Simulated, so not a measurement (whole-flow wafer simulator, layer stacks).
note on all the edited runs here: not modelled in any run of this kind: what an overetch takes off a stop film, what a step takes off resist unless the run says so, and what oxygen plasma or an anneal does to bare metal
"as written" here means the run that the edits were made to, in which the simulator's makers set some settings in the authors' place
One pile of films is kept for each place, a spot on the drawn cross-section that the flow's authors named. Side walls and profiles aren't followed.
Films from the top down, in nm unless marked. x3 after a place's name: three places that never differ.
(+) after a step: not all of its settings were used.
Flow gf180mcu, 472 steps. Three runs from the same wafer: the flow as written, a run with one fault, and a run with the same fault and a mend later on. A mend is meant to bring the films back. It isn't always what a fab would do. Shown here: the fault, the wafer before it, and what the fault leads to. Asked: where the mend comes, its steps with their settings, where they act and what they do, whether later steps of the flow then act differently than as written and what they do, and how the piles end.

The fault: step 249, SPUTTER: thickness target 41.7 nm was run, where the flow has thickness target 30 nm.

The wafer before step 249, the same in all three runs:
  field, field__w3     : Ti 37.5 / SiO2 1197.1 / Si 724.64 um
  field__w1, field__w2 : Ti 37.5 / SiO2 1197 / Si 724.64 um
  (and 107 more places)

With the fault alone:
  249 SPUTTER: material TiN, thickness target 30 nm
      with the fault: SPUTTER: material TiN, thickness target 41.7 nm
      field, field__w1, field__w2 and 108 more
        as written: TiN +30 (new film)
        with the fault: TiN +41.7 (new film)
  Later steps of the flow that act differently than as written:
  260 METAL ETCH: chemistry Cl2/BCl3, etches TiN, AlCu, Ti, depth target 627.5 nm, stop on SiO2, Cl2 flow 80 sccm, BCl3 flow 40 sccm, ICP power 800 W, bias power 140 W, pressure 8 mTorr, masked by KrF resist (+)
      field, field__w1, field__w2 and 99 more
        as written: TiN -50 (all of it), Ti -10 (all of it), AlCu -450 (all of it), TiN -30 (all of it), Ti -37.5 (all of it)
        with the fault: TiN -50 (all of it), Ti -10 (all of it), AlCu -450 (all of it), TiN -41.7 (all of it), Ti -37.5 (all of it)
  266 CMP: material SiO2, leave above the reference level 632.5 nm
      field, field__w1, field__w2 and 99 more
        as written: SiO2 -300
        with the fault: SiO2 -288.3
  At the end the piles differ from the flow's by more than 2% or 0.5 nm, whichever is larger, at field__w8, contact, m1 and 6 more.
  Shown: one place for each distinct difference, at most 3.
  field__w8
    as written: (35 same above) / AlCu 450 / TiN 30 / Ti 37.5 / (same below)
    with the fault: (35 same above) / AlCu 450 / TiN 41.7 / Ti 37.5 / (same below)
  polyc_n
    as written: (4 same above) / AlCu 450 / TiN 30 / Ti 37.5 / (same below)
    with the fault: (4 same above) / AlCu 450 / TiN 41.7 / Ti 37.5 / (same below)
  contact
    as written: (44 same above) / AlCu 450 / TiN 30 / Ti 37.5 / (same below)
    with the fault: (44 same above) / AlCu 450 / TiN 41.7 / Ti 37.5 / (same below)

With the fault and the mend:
  The mend comes after step 249.
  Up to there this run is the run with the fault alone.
  249a METAL ETCH: chemistry Cl2/BCl3, etches TiN, AlCu, Ti, depth target 11.7 nm, Cl2 flow 80 sccm, BCl3 flow 40 sccm, ICP power 800 W, bias power 140 W, pressure 8 mTorr
      field, field__w1, field__w2 and 108 more
        TiN -11.7
  No later step of the flow acts differently than as written at any place that is followed.
  At the end the piles are the same as the flow's at every place that both follow.
